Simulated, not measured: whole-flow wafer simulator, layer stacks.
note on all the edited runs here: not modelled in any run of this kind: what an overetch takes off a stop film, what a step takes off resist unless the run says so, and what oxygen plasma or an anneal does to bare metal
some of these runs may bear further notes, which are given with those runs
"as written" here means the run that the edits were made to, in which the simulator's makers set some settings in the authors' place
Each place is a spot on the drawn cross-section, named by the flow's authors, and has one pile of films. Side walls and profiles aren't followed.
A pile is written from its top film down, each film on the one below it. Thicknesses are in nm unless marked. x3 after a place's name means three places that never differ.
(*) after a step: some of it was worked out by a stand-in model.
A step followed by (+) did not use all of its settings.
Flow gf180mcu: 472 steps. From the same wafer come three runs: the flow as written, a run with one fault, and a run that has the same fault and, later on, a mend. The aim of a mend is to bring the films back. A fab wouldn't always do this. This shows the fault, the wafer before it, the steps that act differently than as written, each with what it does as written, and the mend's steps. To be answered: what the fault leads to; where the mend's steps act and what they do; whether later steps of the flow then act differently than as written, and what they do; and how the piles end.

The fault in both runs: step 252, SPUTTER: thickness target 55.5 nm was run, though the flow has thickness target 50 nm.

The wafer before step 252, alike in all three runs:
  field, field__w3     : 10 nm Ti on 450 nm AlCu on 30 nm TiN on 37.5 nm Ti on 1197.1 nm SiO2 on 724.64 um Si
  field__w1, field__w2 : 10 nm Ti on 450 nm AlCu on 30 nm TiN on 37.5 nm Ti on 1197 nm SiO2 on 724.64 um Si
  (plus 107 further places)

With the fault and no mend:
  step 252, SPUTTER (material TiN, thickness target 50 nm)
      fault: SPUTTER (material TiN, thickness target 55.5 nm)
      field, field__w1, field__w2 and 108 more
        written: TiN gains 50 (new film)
        fault: TiN gains 55.5 (new film)
  Steps later in the flow that act otherwise than as written (not shown: 5 more steps that differ only slightly, by at most 2% or 0.5 nm, whichever is larger):
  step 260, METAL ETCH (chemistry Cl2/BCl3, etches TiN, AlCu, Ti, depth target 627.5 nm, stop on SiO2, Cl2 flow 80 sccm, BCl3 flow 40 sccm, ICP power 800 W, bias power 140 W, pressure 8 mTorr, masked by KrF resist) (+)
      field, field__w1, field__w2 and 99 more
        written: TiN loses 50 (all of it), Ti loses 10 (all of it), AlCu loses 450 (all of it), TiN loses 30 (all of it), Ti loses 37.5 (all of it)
        fault: TiN loses 55.5 (all of it), Ti loses 10 (all of it), AlCu loses 450 (all of it), TiN loses 30 (all of it), Ti loses 37.5 (all of it)
  By the end, the piles at field__w8, contact, m1 and 6 more depart from the flow's by more than 2% or 0.5 nm, whichever is larger.
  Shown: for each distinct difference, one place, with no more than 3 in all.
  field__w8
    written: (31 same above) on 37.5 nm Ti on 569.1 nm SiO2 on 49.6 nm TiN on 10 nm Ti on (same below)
    fault: (31 same above) on 37.5 nm Ti on 563.6 nm SiO2 on 55.1 nm TiN on 10 nm Ti on (same below)
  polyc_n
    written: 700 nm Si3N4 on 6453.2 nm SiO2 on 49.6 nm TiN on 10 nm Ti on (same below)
    fault: 700 nm Si3N4 on 6447.7 nm SiO2 on 55.1 nm TiN on 10 nm Ti on (same below)
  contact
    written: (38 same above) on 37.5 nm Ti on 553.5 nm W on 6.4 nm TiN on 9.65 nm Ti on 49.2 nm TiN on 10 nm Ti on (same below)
    fault: (38 same above) on 37.5 nm Ti on 547.9 nm W on 6.42 nm TiN on 9.68 nm Ti on 54.7 nm TiN on 10 nm Ti on (same below)

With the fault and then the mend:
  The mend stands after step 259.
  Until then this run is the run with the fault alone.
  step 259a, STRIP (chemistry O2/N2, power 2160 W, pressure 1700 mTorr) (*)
      field__w8, contact, m1 and 6 more
        KrF resist loses 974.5 (all of it)
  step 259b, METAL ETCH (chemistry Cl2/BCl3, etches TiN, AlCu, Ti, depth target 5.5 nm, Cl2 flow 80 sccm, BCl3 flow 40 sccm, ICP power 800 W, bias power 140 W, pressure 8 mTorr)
      field, field__w1, field__w2 and 108 more
        TiN loses 5.5
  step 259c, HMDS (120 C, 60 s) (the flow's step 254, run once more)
      does not change any film at any place that is followed
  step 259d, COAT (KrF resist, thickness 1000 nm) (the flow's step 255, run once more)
      field, field__w1, field__w2 and 108 more
        KrF resist gains 1000 (new film)
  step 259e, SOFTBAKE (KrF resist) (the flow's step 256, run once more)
      does not change any film at any place that is followed
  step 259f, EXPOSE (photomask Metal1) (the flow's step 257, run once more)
      does not change any film at any place that is followed
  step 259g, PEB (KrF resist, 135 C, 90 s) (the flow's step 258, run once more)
      field, field__w1, field__w2 and 108 more
        KrF resist loses 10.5
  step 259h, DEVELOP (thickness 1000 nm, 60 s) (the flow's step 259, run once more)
      field, field__w1, field__w2 and 99 more
        KrF resist loses 989.5 (all of it)
      field__w8, contact, m1 and 6 more
        KrF resist loses 14.9
  None of the later steps of the flow acts differently than as written at any place that is followed.
  By the end, the piles equal the flow's at every place that both follow.
